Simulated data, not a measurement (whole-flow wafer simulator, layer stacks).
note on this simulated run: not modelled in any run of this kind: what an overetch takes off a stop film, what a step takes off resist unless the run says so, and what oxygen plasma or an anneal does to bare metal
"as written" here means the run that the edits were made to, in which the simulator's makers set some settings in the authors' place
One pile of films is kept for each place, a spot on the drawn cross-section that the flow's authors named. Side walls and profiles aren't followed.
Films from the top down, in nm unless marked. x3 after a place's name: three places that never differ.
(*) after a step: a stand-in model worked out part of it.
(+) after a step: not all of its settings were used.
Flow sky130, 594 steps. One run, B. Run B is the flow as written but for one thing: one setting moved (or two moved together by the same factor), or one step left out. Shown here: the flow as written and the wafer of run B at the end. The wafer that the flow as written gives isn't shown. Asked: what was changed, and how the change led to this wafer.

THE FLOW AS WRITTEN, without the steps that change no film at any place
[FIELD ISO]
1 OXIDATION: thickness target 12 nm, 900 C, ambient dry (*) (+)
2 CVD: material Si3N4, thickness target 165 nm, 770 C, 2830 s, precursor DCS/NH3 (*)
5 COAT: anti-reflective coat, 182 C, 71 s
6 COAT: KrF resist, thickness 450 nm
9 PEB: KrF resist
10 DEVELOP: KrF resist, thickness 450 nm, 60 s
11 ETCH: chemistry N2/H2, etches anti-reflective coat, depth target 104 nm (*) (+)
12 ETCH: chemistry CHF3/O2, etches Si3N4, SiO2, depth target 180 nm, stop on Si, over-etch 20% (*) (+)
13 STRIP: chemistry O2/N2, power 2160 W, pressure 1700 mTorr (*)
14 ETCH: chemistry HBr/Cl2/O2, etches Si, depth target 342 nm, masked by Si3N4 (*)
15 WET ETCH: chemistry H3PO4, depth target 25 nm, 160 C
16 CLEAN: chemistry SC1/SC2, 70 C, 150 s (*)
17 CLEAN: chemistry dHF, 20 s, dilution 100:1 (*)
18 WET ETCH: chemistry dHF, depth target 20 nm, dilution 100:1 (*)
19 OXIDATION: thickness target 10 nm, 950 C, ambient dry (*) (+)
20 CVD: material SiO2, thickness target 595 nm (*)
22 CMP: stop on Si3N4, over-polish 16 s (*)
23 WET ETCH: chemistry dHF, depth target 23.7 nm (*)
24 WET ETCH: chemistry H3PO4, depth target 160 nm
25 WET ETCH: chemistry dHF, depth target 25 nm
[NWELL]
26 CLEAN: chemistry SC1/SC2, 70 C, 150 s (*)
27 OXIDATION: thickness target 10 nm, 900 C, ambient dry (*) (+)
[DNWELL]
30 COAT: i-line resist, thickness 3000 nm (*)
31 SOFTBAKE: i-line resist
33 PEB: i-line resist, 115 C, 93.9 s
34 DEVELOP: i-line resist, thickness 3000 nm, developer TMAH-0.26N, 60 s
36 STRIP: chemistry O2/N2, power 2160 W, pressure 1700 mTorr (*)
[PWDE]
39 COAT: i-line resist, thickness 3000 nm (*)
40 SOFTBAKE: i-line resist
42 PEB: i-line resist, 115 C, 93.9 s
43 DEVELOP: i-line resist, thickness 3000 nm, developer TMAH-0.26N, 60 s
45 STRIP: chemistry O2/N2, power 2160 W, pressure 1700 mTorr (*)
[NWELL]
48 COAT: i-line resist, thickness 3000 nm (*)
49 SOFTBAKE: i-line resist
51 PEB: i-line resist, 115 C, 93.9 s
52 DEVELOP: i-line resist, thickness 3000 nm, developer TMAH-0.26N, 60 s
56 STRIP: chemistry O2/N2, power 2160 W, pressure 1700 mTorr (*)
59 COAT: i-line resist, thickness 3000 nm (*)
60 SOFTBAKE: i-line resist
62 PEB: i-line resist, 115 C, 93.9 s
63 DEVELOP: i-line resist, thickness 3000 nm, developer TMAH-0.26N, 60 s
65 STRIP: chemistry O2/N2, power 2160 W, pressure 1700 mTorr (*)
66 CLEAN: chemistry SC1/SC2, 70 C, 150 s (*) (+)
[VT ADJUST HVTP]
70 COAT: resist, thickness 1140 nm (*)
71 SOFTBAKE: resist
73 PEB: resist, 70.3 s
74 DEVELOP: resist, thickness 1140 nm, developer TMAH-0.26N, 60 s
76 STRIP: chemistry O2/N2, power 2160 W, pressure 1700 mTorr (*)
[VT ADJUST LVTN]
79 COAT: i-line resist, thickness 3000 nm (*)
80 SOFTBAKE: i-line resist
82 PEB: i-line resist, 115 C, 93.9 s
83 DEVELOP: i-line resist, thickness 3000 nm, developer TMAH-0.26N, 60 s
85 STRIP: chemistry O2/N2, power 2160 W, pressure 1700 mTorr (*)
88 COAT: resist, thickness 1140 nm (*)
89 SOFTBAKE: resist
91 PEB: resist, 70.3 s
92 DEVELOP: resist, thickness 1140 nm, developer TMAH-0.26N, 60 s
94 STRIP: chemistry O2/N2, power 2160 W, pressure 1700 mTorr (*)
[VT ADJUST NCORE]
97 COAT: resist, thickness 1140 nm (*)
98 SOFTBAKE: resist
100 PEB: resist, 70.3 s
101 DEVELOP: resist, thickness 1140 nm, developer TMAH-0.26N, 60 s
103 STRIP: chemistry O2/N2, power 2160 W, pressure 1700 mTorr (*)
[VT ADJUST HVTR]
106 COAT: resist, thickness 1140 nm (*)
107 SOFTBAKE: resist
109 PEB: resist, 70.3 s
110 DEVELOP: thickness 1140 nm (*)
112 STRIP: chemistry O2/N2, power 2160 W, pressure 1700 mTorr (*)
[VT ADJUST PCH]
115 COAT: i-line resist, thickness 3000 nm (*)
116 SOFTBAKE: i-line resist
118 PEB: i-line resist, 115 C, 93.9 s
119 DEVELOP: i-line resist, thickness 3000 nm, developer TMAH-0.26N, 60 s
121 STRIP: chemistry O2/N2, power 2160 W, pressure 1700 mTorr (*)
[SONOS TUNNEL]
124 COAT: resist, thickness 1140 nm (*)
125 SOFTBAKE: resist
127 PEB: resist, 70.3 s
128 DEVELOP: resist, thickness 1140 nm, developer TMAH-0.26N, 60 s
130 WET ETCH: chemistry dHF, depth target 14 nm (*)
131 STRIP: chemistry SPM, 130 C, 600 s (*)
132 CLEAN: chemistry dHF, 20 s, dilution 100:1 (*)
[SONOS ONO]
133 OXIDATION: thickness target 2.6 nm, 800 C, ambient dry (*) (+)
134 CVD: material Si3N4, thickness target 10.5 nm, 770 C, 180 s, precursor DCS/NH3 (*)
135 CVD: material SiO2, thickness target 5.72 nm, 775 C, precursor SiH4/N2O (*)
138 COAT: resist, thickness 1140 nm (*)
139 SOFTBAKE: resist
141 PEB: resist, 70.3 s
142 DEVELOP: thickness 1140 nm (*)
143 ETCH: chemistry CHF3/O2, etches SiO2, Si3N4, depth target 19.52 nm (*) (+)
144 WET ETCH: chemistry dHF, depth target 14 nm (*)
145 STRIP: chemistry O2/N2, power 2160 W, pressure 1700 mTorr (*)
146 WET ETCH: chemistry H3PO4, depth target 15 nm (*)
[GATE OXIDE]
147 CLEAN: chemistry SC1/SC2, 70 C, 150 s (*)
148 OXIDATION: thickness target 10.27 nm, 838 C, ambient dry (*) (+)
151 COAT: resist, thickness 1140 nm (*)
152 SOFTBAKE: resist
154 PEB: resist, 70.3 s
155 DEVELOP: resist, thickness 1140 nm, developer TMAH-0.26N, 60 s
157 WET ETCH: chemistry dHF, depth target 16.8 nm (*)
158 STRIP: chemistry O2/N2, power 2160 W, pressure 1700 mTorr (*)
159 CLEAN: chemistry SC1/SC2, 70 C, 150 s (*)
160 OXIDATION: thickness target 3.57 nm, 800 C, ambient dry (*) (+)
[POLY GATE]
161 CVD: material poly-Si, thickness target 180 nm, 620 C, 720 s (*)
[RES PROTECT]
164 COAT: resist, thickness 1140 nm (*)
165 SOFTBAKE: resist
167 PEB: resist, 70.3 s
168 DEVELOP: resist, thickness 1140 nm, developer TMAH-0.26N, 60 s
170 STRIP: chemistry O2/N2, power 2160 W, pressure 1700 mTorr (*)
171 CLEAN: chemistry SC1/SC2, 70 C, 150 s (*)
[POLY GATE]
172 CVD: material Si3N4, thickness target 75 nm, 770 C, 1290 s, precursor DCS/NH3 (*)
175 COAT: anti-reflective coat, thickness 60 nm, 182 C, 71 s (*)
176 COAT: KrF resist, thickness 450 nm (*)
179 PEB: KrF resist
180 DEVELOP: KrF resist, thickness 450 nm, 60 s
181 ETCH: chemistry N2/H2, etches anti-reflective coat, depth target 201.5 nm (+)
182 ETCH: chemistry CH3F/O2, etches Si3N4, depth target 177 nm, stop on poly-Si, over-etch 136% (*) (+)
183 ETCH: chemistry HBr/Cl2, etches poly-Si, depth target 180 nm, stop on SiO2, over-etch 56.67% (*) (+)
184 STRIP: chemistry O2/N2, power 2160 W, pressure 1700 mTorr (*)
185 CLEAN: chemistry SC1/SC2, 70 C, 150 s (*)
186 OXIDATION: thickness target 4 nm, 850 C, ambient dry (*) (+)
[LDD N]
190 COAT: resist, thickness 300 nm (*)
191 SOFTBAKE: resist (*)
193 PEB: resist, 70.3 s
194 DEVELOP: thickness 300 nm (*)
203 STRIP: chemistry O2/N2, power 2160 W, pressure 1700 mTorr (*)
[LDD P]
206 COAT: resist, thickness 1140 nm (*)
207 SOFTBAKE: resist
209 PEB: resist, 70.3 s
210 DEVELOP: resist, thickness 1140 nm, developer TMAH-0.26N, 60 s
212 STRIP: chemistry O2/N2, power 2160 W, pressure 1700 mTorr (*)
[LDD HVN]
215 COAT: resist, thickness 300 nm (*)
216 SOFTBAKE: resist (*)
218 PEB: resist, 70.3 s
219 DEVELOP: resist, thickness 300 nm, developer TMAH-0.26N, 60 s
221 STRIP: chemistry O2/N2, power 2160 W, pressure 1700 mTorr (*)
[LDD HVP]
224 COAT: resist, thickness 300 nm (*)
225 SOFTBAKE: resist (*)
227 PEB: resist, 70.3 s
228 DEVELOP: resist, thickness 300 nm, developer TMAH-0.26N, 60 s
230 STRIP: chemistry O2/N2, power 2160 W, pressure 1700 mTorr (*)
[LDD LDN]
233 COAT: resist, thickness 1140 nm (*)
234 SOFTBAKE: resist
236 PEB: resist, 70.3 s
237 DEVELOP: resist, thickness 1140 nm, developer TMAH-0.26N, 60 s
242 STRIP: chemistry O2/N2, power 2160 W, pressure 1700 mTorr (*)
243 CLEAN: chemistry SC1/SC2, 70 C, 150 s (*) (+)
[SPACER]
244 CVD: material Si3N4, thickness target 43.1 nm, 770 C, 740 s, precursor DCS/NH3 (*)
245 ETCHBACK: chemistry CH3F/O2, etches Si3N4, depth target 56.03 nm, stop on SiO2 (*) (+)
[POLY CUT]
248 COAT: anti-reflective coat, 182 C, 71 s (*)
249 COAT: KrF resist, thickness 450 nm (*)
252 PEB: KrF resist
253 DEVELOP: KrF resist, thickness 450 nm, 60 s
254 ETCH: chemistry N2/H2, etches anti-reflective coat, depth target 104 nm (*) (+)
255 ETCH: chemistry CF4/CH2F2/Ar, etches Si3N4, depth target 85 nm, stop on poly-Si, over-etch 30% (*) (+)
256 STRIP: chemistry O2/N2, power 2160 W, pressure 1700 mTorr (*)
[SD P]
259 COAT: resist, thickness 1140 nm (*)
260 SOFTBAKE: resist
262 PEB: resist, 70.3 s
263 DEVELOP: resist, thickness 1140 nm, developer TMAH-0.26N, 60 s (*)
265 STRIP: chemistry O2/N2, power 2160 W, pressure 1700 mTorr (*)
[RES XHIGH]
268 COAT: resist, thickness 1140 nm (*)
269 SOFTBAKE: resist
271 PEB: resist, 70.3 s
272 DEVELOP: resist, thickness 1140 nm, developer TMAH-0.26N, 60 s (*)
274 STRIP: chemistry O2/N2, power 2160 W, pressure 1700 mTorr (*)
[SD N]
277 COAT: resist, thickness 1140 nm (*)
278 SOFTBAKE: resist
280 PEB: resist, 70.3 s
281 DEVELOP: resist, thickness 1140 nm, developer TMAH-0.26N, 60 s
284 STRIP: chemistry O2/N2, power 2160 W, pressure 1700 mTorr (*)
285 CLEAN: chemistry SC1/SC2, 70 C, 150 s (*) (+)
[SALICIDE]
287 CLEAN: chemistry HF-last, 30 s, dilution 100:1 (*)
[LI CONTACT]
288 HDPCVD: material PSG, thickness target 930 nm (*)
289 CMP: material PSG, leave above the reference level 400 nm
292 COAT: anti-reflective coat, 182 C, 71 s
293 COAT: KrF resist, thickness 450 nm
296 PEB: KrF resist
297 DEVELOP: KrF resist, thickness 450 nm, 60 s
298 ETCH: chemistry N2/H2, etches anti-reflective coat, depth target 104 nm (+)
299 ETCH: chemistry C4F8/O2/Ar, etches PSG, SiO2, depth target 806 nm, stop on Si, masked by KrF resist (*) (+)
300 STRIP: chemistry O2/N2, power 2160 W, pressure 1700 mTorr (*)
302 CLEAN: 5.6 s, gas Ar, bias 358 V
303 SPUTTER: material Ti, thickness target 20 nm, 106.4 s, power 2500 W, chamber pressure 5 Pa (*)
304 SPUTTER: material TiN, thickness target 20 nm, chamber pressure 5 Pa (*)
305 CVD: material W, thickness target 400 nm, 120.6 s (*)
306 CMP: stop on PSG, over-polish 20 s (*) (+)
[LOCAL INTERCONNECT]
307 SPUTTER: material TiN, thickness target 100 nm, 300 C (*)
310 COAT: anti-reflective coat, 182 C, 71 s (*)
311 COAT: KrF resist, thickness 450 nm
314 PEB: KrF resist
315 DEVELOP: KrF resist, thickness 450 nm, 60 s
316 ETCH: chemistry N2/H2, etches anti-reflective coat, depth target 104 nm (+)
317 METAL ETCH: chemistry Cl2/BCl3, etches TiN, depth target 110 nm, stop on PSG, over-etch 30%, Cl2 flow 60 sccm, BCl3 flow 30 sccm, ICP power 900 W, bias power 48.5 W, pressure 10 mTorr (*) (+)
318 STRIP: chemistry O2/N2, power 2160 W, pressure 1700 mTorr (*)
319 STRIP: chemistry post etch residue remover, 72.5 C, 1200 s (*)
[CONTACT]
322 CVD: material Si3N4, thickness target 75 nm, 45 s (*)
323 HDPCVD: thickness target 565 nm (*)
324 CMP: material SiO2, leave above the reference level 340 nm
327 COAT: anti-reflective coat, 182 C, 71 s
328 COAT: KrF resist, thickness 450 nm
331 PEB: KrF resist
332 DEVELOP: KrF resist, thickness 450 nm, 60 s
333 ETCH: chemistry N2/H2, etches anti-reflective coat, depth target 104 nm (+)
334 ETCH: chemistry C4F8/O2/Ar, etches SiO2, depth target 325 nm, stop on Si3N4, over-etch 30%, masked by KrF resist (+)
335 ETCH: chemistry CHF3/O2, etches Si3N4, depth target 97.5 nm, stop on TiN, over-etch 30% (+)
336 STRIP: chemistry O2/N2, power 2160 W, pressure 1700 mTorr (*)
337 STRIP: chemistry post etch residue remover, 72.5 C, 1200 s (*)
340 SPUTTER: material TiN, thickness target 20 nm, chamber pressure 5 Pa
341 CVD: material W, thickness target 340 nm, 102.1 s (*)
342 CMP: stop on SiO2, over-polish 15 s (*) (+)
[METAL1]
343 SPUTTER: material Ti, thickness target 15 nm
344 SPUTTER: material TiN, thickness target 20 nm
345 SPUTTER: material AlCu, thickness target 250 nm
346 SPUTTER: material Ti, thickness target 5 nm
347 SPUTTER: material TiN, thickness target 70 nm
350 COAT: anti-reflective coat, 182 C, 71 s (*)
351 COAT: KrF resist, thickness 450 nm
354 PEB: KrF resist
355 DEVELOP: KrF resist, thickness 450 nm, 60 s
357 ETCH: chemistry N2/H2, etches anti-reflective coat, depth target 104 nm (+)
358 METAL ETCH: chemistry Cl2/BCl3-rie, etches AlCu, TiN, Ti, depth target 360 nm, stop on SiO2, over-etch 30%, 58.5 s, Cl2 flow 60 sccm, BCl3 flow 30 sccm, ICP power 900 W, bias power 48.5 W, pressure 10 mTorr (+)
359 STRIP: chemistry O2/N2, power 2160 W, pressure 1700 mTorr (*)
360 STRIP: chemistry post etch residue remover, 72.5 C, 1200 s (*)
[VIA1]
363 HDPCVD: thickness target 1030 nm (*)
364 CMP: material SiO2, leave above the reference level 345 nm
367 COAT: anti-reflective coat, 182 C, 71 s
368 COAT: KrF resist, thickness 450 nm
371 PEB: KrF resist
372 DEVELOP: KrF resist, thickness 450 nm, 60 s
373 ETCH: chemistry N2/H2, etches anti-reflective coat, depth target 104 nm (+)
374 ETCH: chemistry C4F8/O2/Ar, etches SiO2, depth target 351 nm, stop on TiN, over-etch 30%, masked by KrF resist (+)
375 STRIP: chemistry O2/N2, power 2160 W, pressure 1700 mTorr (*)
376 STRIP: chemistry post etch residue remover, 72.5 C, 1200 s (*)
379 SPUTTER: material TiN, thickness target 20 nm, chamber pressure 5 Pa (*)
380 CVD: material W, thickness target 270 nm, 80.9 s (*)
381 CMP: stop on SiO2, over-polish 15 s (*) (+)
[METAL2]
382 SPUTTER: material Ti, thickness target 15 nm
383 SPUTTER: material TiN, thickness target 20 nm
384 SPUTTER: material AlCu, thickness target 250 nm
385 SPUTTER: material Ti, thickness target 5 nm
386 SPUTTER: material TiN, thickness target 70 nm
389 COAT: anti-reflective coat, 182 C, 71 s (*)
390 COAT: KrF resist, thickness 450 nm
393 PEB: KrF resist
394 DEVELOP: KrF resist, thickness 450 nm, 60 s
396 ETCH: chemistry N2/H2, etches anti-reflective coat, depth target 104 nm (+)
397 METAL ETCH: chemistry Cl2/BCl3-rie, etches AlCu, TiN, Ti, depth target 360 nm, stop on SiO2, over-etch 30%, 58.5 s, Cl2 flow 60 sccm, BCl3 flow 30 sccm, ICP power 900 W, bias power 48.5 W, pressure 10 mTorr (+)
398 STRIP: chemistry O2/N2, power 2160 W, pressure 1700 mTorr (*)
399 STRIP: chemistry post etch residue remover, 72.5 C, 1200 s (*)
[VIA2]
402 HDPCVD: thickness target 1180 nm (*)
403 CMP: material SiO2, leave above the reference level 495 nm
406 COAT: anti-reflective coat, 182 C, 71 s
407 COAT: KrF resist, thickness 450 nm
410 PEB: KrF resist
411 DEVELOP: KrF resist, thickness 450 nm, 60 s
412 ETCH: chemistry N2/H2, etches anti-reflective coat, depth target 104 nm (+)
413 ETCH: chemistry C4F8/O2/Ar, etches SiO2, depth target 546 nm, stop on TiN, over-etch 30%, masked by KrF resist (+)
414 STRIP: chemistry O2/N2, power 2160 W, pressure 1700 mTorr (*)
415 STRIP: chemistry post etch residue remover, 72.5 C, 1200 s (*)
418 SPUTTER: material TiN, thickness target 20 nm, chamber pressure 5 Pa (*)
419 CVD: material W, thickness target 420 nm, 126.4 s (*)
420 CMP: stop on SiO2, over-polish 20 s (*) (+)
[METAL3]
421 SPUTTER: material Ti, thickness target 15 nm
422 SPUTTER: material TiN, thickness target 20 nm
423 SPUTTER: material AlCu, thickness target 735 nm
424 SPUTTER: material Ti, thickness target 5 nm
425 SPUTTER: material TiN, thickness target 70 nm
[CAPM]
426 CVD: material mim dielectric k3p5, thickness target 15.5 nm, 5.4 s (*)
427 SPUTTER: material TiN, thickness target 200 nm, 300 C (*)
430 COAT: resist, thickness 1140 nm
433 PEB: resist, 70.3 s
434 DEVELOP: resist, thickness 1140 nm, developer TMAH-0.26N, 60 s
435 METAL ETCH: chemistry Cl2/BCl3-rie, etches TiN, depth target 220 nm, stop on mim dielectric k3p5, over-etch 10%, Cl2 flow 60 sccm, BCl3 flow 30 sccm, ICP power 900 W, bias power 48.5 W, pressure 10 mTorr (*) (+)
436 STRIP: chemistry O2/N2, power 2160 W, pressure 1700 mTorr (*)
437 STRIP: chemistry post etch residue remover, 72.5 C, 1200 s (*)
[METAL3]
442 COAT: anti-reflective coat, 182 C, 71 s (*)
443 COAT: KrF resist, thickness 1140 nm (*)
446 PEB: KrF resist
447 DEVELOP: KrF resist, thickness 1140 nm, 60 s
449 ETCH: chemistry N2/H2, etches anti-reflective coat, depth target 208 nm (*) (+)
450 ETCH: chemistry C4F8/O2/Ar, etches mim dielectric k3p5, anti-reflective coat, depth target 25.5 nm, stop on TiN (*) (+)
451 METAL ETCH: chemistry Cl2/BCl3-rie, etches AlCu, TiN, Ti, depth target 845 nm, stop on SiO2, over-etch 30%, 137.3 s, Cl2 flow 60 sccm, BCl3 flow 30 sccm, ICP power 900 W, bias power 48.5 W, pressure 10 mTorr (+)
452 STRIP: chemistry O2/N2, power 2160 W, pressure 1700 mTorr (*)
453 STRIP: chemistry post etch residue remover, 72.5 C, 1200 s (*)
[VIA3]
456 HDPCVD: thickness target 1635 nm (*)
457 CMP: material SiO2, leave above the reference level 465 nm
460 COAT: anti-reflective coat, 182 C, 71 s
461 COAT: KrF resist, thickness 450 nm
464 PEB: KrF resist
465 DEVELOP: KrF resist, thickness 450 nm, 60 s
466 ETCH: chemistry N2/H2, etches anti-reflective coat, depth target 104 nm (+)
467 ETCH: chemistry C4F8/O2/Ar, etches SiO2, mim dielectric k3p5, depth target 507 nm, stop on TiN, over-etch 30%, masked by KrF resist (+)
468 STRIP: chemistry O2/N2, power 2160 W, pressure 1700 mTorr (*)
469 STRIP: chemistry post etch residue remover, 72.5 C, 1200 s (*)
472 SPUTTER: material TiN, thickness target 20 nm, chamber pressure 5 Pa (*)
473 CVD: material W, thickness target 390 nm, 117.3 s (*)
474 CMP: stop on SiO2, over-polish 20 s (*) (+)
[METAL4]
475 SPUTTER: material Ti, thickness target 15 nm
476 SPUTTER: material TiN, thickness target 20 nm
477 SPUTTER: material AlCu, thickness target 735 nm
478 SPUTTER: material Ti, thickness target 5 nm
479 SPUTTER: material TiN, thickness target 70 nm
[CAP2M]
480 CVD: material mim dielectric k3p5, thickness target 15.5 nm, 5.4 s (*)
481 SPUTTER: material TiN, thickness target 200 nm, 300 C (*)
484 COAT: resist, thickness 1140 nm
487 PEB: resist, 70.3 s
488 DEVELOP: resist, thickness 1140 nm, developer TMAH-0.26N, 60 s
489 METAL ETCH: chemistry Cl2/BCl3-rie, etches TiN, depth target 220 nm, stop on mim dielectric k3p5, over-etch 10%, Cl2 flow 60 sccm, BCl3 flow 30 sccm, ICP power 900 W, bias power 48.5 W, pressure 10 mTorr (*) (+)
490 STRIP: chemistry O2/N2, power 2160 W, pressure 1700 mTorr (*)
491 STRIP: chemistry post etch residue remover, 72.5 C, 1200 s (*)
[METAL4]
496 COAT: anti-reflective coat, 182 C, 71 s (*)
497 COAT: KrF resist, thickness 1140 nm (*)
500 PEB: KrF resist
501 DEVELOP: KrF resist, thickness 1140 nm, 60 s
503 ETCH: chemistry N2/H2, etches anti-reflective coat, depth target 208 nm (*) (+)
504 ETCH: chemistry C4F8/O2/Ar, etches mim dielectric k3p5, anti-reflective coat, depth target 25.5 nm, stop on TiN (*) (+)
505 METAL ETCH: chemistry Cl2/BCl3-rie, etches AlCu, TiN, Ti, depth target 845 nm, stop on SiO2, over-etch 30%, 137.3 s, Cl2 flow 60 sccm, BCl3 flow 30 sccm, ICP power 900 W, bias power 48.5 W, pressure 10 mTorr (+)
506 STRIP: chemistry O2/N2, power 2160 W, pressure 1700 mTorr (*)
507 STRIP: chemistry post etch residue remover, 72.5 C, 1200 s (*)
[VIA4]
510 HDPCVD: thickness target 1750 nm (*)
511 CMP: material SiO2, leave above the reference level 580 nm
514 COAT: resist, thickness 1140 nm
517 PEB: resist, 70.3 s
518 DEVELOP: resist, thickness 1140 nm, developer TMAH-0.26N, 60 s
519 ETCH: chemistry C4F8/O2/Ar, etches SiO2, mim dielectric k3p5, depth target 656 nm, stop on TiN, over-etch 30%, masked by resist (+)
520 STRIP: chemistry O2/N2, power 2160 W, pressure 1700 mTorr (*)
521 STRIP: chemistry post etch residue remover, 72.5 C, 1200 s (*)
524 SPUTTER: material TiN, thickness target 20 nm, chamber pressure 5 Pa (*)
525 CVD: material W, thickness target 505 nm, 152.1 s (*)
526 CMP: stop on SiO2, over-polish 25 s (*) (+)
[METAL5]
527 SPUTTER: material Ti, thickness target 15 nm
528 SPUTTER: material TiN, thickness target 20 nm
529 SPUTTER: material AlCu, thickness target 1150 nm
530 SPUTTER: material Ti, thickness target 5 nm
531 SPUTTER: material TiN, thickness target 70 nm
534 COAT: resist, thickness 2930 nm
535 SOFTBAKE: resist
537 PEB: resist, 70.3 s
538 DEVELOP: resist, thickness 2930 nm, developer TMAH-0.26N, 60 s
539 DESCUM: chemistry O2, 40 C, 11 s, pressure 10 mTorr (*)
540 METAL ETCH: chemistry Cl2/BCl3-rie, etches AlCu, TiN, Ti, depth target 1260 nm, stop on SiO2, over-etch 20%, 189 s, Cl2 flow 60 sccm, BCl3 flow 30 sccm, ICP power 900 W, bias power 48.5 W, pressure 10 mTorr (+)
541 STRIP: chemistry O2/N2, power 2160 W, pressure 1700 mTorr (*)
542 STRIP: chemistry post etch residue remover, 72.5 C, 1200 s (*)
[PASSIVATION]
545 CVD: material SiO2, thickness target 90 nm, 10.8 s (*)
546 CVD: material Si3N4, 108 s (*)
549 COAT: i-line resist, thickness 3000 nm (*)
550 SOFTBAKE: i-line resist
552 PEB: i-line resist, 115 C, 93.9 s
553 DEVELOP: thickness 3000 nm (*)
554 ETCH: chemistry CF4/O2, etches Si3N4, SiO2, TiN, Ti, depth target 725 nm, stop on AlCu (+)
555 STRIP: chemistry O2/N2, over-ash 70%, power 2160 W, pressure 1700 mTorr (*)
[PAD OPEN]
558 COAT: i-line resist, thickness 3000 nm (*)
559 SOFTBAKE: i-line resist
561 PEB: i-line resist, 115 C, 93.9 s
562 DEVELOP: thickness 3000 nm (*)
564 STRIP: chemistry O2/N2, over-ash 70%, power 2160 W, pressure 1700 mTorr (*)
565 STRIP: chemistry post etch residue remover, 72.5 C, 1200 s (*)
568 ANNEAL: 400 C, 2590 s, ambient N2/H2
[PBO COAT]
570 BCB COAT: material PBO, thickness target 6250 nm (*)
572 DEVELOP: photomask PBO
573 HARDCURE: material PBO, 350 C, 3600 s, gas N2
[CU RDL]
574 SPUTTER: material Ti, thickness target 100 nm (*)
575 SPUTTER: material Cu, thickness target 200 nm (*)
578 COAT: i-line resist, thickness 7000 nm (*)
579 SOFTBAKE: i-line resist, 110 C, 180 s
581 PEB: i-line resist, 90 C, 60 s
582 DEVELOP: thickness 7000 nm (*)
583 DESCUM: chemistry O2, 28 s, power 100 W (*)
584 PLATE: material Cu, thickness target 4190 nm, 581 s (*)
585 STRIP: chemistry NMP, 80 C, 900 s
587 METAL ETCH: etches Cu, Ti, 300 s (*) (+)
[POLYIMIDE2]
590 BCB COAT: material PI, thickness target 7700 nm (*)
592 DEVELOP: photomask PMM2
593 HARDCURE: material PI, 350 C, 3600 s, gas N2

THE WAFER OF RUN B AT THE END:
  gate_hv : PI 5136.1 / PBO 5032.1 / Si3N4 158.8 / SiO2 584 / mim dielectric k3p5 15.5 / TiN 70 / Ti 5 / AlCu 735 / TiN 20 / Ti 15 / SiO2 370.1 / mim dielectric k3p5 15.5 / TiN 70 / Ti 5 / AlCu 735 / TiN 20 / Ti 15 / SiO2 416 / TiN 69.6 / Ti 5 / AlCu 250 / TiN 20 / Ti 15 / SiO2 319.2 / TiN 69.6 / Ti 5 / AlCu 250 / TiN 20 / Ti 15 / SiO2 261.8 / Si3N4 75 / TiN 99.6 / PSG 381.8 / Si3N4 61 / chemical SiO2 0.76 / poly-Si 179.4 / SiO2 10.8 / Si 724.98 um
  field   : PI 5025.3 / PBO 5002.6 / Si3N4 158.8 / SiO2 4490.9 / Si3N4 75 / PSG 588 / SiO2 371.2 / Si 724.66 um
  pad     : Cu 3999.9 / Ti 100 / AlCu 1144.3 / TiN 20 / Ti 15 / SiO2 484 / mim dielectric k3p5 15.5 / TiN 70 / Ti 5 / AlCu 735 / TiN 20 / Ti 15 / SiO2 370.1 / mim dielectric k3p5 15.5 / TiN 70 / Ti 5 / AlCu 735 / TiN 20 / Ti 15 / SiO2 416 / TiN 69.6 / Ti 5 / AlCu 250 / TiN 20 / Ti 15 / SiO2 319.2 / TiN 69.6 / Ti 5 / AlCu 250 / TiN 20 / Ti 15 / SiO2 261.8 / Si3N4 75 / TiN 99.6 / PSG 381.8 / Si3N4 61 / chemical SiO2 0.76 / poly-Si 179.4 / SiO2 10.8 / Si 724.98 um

The cause: step 364, CMP: leave above the reference level 397 nm was run, where the flow has leave above the reference level 345 nm.

How the change led to this, step by step:
  364 CMP: material SiO2, leave above the reference level 345 nm
      n_well, p_well, gate_hv and 100 more: SiO2 -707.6 (as written it would be: SiO2 -759.6)
      field, active, gate and 81 more: SiO2 -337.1 (as written it would be: SiO2 -389.1)
      (and at 4 more places)
  374 ETCH: chemistry C4F8/O2/Ar, etches SiO2, depth target 351 nm, stop on TiN, over-etch 30%, masked by KrF resist (+)
      m1, via1_hole: SiO2 -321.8 (all of it) (as written it would be: SiO2 -269.8 (all of it))
  379 SPUTTER: material TiN, thickness target 20 nm, chamber pressure 5 Pa (*)
      m1: TiN +10 (as written it would be: TiN +11)
      via1_hole: TiN +10 (as written it would be: TiN +10.9)
  380 CVD: material W, thickness target 270 nm, 80.9 s (*)
      m1, via1_hole: W +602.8 (new film) (as written it would be: W +549.9 (new film))
